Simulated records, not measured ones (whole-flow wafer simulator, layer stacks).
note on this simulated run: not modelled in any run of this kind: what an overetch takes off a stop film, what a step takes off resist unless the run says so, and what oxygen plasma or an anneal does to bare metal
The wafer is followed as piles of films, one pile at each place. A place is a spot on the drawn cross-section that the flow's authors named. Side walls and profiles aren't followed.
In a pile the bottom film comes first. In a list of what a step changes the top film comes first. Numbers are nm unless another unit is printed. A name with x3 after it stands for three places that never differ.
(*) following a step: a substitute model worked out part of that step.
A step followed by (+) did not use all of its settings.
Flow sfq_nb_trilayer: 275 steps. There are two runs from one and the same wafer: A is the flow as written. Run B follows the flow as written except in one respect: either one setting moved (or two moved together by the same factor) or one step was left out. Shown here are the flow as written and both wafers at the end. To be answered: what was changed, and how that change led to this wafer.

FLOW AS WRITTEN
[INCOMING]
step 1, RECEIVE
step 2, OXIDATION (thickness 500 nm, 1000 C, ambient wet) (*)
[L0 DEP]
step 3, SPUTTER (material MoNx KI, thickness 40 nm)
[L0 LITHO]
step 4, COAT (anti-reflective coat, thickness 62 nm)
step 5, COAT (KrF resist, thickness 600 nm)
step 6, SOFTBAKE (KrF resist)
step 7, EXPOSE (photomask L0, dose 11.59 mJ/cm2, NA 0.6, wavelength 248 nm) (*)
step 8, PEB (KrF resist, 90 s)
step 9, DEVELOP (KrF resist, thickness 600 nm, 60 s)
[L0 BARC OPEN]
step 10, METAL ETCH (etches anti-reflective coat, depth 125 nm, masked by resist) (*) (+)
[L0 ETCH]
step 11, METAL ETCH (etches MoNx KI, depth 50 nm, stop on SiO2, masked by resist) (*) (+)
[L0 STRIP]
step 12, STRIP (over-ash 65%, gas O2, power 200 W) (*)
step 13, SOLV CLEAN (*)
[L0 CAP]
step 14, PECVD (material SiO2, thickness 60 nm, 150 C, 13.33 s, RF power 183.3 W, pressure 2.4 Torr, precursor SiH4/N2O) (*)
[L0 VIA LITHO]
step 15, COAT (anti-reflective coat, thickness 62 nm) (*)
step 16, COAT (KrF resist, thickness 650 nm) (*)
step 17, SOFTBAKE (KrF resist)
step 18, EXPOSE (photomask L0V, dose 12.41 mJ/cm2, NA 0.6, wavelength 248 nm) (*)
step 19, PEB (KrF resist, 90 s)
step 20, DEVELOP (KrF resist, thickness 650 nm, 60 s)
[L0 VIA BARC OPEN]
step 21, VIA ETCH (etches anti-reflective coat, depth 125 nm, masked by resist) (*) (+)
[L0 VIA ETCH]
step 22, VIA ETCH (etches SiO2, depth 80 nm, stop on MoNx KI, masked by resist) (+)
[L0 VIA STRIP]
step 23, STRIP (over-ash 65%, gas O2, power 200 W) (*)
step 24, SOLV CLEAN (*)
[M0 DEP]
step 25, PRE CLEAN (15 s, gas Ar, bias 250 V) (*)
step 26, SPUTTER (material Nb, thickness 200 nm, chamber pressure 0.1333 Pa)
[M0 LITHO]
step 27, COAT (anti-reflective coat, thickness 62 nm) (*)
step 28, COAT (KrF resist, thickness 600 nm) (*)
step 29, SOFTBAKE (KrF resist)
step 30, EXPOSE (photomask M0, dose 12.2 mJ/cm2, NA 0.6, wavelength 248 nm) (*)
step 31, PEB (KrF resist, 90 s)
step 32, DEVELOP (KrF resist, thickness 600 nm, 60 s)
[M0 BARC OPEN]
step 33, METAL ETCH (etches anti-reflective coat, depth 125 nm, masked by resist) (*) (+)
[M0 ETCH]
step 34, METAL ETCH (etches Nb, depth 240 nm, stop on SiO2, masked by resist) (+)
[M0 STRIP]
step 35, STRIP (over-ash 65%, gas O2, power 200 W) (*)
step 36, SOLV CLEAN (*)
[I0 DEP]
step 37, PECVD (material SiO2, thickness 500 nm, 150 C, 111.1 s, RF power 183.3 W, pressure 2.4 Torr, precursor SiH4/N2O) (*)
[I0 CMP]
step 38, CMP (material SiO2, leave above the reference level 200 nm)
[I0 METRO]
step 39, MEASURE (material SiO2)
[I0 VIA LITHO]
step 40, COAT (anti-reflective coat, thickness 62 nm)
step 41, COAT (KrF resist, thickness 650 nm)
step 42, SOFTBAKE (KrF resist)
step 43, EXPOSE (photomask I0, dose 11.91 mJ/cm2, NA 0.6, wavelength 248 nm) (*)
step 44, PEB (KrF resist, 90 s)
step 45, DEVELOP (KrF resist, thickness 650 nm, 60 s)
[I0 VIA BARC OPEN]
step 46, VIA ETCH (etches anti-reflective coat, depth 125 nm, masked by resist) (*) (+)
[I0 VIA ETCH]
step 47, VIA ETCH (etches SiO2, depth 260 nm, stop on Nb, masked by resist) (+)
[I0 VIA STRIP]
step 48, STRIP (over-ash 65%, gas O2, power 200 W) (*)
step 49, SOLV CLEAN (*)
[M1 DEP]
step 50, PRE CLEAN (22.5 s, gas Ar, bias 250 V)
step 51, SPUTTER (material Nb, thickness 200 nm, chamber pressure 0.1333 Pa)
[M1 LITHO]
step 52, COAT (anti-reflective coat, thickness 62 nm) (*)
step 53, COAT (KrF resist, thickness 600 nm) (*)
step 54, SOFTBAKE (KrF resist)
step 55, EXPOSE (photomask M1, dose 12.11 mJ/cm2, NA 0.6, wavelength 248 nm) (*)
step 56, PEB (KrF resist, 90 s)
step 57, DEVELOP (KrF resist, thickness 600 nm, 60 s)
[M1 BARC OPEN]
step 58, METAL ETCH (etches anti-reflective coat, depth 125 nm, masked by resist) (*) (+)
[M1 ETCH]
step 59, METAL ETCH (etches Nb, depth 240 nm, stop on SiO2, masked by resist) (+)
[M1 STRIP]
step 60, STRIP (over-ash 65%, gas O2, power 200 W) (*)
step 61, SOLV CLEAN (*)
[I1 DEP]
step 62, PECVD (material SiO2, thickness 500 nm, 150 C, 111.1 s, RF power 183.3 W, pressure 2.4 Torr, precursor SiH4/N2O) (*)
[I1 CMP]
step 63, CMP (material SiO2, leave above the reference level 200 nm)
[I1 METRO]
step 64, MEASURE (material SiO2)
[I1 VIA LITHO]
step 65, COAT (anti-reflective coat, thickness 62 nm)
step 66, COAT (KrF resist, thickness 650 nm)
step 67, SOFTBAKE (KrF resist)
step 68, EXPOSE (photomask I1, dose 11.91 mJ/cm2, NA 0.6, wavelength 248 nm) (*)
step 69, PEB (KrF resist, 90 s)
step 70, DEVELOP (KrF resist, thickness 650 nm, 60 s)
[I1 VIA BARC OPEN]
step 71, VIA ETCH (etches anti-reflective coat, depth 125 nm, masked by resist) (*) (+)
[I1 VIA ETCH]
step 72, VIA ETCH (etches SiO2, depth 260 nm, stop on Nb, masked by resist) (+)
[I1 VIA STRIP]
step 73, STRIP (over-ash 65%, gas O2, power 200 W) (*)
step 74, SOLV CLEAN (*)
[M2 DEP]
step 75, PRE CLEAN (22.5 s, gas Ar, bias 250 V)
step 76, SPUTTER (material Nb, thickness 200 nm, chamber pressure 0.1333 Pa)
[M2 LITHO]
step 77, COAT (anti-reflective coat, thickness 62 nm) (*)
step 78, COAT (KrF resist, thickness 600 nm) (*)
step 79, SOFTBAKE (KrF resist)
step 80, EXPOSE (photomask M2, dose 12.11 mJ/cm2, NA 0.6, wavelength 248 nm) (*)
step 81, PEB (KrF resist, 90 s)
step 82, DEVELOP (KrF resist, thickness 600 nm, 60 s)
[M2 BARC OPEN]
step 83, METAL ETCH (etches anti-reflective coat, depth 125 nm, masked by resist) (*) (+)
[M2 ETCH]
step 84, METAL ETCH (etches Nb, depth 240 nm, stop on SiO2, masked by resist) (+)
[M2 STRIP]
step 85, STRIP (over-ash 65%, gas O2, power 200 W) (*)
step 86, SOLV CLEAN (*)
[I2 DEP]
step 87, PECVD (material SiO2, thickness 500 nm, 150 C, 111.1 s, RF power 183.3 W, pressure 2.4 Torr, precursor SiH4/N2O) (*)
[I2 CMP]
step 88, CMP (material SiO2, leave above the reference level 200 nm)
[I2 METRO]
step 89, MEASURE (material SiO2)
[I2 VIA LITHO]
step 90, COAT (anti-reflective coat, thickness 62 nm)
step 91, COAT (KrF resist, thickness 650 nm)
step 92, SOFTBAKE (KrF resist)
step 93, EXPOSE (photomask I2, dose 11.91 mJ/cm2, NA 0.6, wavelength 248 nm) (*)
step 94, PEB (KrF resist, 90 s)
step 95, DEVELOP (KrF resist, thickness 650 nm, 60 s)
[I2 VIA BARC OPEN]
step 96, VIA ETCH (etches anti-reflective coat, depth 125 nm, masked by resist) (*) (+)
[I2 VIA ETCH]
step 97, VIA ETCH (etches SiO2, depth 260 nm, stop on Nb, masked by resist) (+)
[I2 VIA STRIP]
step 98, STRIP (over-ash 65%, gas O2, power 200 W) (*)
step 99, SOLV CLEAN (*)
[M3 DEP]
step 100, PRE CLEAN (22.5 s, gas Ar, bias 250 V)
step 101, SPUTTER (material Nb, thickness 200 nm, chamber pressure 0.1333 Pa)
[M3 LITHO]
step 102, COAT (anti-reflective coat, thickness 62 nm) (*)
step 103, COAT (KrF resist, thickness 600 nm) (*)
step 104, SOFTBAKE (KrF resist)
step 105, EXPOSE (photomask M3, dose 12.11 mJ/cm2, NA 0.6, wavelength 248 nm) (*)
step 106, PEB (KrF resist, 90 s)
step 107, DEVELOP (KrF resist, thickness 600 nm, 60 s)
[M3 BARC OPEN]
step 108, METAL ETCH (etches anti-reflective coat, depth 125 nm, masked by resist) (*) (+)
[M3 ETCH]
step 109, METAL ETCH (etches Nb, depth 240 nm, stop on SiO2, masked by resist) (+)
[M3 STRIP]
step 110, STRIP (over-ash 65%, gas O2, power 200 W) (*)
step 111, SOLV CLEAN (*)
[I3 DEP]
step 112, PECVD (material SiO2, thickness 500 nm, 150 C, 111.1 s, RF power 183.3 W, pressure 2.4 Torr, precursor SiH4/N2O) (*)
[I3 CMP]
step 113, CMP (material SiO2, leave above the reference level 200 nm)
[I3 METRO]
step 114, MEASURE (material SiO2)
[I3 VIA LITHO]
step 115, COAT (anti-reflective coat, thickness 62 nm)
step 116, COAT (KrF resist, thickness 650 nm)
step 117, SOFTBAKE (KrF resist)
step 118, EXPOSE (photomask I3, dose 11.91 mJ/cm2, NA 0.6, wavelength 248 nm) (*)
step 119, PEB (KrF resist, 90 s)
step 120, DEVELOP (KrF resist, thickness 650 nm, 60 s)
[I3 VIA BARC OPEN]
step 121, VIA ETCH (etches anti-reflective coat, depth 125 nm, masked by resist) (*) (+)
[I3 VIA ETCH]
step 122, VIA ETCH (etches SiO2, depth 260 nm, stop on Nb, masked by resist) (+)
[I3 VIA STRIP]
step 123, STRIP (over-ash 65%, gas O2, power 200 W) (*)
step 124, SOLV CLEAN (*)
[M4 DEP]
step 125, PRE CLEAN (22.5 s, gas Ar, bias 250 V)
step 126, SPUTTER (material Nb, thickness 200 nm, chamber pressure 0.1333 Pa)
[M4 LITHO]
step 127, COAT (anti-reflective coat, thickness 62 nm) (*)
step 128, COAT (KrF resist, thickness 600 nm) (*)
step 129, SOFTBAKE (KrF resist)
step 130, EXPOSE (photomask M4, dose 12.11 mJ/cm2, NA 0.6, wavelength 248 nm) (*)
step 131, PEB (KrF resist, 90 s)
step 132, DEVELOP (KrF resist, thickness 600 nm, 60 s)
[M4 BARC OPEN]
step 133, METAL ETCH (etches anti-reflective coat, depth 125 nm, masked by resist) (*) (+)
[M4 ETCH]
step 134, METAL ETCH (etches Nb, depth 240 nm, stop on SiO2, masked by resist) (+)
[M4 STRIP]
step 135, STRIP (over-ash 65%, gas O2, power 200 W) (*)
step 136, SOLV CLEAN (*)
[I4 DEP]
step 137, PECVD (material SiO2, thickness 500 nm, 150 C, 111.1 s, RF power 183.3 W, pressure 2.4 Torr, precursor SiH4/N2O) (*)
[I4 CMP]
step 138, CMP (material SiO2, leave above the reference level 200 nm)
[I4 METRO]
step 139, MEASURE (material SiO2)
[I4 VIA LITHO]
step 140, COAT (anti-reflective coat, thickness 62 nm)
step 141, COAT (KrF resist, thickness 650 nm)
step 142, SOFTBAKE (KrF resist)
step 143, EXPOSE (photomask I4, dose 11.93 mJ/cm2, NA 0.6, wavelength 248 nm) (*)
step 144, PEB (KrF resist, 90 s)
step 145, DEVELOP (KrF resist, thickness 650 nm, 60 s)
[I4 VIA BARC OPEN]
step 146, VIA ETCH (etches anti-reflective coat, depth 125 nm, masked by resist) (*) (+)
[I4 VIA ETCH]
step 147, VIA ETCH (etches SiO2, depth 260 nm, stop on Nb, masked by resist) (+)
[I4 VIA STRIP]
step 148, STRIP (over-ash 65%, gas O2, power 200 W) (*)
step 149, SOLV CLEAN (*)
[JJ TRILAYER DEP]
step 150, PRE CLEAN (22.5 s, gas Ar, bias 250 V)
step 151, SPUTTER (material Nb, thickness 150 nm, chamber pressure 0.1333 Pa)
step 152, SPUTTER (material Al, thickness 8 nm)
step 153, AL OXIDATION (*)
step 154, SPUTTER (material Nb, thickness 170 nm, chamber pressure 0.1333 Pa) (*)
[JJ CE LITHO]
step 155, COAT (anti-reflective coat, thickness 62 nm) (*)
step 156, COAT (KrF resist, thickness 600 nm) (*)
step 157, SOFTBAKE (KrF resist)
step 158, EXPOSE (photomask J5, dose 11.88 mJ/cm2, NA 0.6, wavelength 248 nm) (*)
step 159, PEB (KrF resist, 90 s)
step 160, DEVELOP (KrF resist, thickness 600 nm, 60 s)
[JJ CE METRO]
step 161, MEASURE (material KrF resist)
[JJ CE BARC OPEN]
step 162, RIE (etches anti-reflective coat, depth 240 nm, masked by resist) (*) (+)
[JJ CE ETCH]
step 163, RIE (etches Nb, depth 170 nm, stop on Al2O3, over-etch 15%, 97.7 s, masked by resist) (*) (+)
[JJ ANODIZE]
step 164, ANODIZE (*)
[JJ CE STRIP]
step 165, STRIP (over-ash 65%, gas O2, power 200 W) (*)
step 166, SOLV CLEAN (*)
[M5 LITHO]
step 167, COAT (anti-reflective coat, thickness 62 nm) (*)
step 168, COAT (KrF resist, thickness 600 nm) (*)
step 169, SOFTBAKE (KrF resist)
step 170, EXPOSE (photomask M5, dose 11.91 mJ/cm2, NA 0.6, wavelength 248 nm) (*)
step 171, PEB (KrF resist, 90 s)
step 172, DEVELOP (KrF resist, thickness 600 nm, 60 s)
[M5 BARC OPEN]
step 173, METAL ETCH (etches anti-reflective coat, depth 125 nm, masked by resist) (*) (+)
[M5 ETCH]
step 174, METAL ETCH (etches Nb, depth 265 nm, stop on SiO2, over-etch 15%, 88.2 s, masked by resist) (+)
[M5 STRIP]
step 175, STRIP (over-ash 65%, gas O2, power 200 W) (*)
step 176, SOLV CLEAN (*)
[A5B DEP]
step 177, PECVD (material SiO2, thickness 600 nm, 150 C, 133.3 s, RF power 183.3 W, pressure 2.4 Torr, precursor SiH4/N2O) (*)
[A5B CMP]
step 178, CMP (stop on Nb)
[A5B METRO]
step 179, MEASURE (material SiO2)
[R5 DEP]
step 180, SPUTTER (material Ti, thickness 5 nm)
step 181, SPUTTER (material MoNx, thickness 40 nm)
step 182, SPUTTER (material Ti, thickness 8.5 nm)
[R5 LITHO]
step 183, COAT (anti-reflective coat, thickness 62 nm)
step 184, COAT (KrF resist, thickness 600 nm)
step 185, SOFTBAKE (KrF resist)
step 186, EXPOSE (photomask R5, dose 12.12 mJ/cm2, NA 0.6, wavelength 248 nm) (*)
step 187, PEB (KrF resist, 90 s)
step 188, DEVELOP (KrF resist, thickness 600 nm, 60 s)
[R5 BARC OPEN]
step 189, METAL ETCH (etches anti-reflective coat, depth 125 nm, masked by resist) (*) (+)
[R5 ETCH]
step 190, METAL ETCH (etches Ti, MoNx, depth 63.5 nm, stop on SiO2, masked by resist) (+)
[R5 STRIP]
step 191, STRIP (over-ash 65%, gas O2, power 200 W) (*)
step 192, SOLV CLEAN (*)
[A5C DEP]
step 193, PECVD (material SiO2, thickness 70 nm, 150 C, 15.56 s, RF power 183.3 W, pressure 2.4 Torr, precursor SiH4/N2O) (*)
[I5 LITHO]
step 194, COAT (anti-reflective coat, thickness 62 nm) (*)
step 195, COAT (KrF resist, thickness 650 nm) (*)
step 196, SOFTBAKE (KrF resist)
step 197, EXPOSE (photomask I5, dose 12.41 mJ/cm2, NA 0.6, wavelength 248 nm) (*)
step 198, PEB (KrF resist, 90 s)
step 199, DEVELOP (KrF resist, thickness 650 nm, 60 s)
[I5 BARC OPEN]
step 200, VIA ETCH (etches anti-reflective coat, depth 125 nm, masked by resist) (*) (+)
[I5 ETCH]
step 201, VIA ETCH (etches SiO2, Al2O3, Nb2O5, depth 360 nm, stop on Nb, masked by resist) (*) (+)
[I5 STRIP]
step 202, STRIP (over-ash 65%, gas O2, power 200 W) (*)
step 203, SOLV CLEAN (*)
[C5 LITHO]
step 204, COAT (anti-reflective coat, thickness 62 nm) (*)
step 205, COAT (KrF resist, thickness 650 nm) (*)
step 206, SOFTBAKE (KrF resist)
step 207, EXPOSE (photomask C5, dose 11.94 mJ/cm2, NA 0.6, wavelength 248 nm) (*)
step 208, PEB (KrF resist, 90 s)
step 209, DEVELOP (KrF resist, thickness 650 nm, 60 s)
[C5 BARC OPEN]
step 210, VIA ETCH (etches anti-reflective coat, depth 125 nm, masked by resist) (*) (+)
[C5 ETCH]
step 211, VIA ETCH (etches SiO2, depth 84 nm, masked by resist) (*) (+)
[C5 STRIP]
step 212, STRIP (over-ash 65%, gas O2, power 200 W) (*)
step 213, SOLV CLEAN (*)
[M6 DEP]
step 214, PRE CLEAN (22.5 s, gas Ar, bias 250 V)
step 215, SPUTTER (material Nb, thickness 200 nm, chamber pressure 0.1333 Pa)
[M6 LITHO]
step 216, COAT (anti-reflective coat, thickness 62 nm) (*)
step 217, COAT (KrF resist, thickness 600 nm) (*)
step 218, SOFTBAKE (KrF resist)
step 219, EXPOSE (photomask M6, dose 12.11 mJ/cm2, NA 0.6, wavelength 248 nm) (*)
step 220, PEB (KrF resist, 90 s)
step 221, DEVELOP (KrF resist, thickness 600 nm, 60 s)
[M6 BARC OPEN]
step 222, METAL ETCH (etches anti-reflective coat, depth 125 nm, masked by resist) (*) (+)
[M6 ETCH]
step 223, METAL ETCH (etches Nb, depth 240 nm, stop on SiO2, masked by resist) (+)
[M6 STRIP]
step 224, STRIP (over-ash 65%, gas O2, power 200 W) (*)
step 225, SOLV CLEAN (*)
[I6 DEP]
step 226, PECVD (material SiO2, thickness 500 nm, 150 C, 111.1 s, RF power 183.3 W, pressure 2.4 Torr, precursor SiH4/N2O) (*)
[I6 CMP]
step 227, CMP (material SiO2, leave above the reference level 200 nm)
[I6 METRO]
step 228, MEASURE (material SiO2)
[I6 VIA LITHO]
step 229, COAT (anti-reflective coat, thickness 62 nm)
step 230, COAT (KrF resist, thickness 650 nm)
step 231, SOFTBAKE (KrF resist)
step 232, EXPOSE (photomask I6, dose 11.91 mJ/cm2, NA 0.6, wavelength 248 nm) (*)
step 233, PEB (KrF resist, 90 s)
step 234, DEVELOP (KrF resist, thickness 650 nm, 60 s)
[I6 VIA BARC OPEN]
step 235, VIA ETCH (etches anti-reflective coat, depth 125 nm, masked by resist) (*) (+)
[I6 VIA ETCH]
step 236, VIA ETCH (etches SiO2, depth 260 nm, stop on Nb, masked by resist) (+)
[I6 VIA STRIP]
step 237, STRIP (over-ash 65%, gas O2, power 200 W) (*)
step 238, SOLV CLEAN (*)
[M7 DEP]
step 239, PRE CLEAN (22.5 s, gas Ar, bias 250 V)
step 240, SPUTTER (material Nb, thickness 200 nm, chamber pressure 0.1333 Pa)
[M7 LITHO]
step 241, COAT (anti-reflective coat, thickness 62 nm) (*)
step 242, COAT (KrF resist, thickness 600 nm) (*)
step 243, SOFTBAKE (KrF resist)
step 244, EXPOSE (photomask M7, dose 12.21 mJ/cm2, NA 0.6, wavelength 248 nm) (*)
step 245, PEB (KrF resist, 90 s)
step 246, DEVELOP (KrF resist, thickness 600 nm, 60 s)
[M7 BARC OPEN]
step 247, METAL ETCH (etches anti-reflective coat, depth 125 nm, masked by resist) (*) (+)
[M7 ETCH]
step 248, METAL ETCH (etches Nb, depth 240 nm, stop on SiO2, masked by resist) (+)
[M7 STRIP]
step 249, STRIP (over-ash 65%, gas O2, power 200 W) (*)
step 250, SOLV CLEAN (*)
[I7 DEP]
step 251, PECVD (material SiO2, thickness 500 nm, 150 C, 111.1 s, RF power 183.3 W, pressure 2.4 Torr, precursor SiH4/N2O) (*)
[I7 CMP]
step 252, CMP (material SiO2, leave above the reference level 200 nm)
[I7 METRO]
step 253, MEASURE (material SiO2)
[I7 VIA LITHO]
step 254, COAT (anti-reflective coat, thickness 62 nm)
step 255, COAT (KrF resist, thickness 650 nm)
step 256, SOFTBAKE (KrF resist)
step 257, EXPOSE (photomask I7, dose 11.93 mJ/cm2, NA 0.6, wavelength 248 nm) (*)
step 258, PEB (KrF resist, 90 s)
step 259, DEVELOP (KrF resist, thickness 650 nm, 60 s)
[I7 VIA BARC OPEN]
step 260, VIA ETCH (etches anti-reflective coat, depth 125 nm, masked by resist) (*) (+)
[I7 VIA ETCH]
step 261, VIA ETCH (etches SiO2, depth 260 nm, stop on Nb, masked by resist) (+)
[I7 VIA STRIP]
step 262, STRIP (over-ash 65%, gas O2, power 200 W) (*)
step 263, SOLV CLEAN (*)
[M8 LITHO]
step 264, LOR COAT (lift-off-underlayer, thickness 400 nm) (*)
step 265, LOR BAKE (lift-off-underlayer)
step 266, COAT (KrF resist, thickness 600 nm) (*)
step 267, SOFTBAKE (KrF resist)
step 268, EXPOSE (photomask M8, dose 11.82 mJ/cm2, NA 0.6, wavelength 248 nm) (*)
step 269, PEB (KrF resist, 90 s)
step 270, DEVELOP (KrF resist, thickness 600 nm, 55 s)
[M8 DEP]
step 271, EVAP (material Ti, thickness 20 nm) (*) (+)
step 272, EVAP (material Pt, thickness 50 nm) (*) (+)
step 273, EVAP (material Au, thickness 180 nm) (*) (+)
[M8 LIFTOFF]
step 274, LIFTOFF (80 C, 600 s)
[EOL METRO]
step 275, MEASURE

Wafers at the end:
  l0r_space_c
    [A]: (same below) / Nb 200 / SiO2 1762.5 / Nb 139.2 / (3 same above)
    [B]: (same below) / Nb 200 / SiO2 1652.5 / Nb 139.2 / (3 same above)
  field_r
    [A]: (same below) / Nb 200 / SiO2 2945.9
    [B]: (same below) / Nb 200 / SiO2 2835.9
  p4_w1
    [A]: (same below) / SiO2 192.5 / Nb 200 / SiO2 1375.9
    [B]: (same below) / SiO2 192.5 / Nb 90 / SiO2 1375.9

The reason: step 126, SPUTTER: thickness 90 nm was run, whereas the flow has thickness 200 nm.
The wafer lets one read it off: p4_w1 has Nb 90, and step 126 as written asks for 200 nm.

The path from the change to this, step by step:
  step 126, SPUTTER (material Nb, thickness 200 nm, chamber pressure 0.1333 Pa)
      field_l, v_sur, via_wl and 102 more: A Nb gains 200 (new film) | B Nb gains 90 (new film)
      via_v: A Nb gains 165.5 | B Nb gains 74.2
  step 127, COAT (anti-reflective coat, thickness 62 nm) (*)
      via_v: A anti-reflective coat gains 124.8 (new film) | B anti-reflective coat gains 119.5 (new film)
  step 134, METAL ETCH (etches Nb, depth 240 nm, stop on SiO2, masked by resist) (+)
      field_l, be, be_sur and 64 more: A Nb loses 200 (all of it) | B Nb loses 90 (all of it)
      v_sur, via_wl, via_w and 36 more: A KrF resist loses 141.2 | B KrF resist loses 79.4
  step 135, STRIP (over-ash 65%, gas O2, power 200 W) (*)
      p4_fl, p4_fm, p4_w1 and 26 more: A KrF resist loses 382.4 (all of it), anti-reflective coat loses 62 (all of it) | B KrF resist loses 444.1 (all of it), anti-reflective coat loses 62 (all of it)
      ln_m5, lsp_m: A KrF resist loses 381.9 (all of it), anti-reflective coat loses 61.8 (all of it) | B KrF resist loses 443.7 (all of it), anti-reflective coat loses 61.8 (all of it)
      (also at 8 further places)
  step 137, PECVD (material SiO2, thickness 500 nm, 150 C, 111.1 s, RF power 183.3 W, pressure 2.4 Torr, precursor SiH4/N2O) (*)
      p3_s0, p3_s1, p3_s2, p3_s3, p3_s4, p3_s5: A SiO2 gains 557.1 | B SiO2 gains 500
      via_v: A SiO2 gains 615 (new film) | B SiO2 gains 584.3 (new film)
  step 138, CMP (material SiO2, leave above the reference level 200 nm)
      field_l, be, be_sur and 55 more: A SiO2 loses 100 | B SiO2 loses 210
      p3_s0, p3_s1, p3_s2, p3_s3, p3_s4, p3_s5: A SiO2 loses 157.1 | B SiO2 loses 210
      (also at 4 further places)
